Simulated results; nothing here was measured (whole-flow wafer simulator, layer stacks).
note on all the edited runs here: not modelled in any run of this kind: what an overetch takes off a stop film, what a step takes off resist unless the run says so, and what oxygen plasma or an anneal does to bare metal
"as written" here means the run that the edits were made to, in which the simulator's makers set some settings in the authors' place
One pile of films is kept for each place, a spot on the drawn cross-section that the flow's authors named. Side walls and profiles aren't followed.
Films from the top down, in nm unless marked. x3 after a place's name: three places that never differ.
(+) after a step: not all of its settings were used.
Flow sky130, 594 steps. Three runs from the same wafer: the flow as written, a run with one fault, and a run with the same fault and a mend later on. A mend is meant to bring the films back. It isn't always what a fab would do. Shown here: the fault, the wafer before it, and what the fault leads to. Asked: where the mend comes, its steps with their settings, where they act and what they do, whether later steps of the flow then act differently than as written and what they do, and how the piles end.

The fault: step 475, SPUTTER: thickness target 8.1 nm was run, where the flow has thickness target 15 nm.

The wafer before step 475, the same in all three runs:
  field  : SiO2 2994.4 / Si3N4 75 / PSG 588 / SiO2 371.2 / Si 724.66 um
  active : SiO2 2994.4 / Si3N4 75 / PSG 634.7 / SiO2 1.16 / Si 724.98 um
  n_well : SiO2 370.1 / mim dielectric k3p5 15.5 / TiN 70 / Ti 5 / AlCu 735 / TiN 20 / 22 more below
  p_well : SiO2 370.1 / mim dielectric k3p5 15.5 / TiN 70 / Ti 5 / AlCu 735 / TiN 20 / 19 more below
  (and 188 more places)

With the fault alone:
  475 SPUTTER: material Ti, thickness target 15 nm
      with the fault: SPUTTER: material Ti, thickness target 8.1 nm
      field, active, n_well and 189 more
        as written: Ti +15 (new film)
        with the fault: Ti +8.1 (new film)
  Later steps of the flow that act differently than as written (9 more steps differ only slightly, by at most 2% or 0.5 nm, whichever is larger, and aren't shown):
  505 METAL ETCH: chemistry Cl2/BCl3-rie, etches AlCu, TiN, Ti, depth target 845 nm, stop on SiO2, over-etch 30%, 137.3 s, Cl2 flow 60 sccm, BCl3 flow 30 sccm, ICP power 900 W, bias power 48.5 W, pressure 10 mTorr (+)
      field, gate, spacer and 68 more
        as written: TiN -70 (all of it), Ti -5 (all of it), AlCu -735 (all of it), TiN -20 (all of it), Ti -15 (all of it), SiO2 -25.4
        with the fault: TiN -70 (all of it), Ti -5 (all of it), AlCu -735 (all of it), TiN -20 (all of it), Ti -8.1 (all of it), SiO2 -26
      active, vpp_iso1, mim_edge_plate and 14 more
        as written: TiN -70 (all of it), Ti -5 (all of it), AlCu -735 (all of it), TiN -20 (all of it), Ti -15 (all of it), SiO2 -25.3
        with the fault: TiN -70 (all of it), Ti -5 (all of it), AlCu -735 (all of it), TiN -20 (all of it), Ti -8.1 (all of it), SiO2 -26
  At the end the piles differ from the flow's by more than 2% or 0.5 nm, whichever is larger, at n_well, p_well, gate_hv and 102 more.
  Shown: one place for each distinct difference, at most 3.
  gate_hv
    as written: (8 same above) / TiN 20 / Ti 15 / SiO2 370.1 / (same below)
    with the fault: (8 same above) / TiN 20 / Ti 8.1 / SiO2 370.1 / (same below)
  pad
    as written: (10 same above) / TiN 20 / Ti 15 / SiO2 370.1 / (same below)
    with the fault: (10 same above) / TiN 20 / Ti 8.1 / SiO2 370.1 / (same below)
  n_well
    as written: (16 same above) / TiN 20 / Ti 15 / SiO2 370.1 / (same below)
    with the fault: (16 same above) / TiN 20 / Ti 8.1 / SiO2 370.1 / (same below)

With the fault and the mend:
  The mend comes after step 475.
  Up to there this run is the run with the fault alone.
  475a SPUTTER: material Ti, thickness target 6.9 nm (the flow's step 475 once more, with other settings)
      field, active, n_well and 189 more
        Ti +6.9
  No later step of the flow acts differently than as written at any place that is followed.
  At the end the piles are the same as the flow's at every place that both follow.
